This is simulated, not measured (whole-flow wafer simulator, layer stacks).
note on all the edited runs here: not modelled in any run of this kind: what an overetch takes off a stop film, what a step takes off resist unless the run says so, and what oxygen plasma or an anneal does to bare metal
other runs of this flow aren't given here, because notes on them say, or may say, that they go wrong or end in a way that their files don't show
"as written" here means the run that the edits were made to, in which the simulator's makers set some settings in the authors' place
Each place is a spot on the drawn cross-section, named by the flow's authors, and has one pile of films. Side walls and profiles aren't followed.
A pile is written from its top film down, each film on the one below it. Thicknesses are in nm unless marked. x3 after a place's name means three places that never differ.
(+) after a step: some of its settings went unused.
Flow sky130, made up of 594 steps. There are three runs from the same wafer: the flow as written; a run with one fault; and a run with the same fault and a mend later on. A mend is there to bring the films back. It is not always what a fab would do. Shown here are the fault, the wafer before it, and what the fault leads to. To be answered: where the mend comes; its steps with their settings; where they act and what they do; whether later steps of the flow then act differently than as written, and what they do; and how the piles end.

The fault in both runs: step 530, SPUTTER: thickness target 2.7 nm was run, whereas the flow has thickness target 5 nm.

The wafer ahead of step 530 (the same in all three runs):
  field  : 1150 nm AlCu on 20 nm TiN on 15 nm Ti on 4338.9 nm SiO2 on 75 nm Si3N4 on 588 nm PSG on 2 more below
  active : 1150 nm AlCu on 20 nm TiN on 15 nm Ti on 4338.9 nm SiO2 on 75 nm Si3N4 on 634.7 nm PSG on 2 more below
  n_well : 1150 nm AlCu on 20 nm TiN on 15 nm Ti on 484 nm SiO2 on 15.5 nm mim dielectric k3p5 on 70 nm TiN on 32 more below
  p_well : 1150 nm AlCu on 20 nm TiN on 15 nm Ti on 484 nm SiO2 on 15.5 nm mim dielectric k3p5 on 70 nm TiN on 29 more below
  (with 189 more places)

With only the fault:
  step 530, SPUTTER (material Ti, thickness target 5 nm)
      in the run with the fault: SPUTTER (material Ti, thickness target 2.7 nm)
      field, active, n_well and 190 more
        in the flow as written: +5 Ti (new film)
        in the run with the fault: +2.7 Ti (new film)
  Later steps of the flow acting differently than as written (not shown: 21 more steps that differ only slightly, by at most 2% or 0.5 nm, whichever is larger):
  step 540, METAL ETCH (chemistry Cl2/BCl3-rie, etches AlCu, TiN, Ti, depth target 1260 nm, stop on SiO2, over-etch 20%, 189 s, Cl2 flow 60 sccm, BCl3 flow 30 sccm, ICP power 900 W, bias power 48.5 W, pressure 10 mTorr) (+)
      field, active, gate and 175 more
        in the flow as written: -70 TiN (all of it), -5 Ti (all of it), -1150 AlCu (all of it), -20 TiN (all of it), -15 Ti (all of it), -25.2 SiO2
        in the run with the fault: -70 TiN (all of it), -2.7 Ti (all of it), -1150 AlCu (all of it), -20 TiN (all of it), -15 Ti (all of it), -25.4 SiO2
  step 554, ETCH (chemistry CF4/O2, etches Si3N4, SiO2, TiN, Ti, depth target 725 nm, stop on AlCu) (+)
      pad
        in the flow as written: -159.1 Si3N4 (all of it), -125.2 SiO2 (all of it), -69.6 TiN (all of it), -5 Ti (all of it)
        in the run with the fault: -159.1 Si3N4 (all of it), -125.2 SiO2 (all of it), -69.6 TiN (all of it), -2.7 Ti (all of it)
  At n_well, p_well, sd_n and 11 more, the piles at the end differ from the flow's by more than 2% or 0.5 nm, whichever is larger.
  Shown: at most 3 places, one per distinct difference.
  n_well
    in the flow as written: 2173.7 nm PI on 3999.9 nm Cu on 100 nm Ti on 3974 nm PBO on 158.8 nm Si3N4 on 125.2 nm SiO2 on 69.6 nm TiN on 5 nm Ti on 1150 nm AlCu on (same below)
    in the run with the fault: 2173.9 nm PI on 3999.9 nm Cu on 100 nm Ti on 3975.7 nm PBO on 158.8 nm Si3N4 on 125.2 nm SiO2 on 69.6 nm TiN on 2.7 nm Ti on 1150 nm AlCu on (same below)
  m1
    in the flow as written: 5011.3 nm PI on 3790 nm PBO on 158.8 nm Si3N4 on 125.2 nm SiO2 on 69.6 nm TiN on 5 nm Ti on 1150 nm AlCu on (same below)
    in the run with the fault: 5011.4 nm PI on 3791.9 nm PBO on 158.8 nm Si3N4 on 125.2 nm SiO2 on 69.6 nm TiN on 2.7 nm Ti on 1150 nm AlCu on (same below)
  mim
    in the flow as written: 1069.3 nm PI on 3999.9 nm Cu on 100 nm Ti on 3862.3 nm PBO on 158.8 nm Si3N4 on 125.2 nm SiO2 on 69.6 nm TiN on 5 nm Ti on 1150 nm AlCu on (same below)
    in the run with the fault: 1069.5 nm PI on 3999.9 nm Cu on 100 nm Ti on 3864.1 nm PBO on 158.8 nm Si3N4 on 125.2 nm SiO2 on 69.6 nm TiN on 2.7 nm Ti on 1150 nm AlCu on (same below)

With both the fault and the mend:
  The mend follows step 530.
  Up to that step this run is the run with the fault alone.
  step 530a, SPUTTER (material Ti, thickness target 2.3 nm) (the flow's step 530, run once more with other settings)
      field, active, n_well and 190 more
        +2.3 Ti
  Every later step of the flow that is run acts as written at every place that is followed.
  The piles end the same as the flow's at every place that both follow.
